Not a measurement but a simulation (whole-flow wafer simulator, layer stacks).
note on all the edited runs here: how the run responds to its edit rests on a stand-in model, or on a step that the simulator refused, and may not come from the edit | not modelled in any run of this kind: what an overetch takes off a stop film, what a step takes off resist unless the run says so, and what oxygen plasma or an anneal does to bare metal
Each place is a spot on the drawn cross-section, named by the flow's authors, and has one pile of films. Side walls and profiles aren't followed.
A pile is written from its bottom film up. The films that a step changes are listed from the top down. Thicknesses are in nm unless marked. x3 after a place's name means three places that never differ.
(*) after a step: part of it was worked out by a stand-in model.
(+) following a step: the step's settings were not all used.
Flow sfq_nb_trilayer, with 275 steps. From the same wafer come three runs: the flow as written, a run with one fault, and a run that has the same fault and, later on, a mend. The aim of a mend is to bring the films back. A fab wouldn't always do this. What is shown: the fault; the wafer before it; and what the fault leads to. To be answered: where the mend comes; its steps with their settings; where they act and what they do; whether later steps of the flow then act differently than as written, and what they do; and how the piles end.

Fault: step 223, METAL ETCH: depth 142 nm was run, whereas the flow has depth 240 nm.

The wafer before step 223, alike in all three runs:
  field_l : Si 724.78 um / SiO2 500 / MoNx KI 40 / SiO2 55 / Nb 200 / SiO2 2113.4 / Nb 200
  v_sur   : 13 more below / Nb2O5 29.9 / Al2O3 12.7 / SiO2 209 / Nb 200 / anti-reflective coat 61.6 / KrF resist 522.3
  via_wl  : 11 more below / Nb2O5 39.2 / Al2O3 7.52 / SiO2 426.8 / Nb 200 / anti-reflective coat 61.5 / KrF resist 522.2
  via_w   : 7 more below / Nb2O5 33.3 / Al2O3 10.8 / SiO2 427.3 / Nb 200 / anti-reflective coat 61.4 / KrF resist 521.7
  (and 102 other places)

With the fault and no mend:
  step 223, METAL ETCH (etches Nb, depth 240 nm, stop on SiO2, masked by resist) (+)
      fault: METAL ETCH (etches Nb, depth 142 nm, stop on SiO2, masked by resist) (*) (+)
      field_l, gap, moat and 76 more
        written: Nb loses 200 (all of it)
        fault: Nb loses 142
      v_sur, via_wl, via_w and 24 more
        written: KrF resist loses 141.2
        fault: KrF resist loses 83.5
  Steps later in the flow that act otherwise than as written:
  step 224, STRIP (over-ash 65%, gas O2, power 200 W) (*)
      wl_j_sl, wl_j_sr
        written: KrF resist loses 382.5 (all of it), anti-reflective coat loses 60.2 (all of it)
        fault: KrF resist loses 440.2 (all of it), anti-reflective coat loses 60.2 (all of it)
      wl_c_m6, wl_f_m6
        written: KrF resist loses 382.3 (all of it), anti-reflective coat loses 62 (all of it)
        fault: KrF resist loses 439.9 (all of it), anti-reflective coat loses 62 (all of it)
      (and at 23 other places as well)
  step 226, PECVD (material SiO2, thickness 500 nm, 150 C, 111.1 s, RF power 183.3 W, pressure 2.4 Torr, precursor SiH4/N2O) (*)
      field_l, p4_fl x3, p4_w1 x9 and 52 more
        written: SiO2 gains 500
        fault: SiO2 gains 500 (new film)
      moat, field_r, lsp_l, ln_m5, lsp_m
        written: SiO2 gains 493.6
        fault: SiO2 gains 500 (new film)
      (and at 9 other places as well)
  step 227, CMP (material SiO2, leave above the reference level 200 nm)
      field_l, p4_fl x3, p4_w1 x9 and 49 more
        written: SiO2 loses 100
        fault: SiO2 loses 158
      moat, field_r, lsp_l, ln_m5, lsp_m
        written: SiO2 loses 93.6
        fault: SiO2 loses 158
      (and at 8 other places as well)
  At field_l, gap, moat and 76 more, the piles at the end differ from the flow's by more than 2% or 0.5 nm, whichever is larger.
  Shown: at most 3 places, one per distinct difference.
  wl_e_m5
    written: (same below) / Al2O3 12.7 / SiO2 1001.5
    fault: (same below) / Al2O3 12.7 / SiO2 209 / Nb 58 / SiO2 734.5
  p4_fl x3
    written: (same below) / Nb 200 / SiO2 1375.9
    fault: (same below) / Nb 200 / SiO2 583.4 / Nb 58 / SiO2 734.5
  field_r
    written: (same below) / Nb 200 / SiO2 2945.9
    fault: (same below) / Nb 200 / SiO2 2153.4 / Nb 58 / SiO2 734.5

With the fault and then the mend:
  After step 223 comes the mend.
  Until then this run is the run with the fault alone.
  step 223a, METAL ETCH (etches Nb, depth 98 nm, stop on SiO2, masked by resist) (+) (the flow's step 223, run once more with other settings)
      field_l, gap, moat and 76 more
        Nb loses 58 (all of it)
      v_sur, via_wl, via_w and 24 more
        KrF resist loses 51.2
  None of the later steps of the flow differs from how it acts as written, at any place that is followed, by more than 2% or 0.5 nm, whichever is larger.
  The piles end the same as the flow's at every place that both follow.
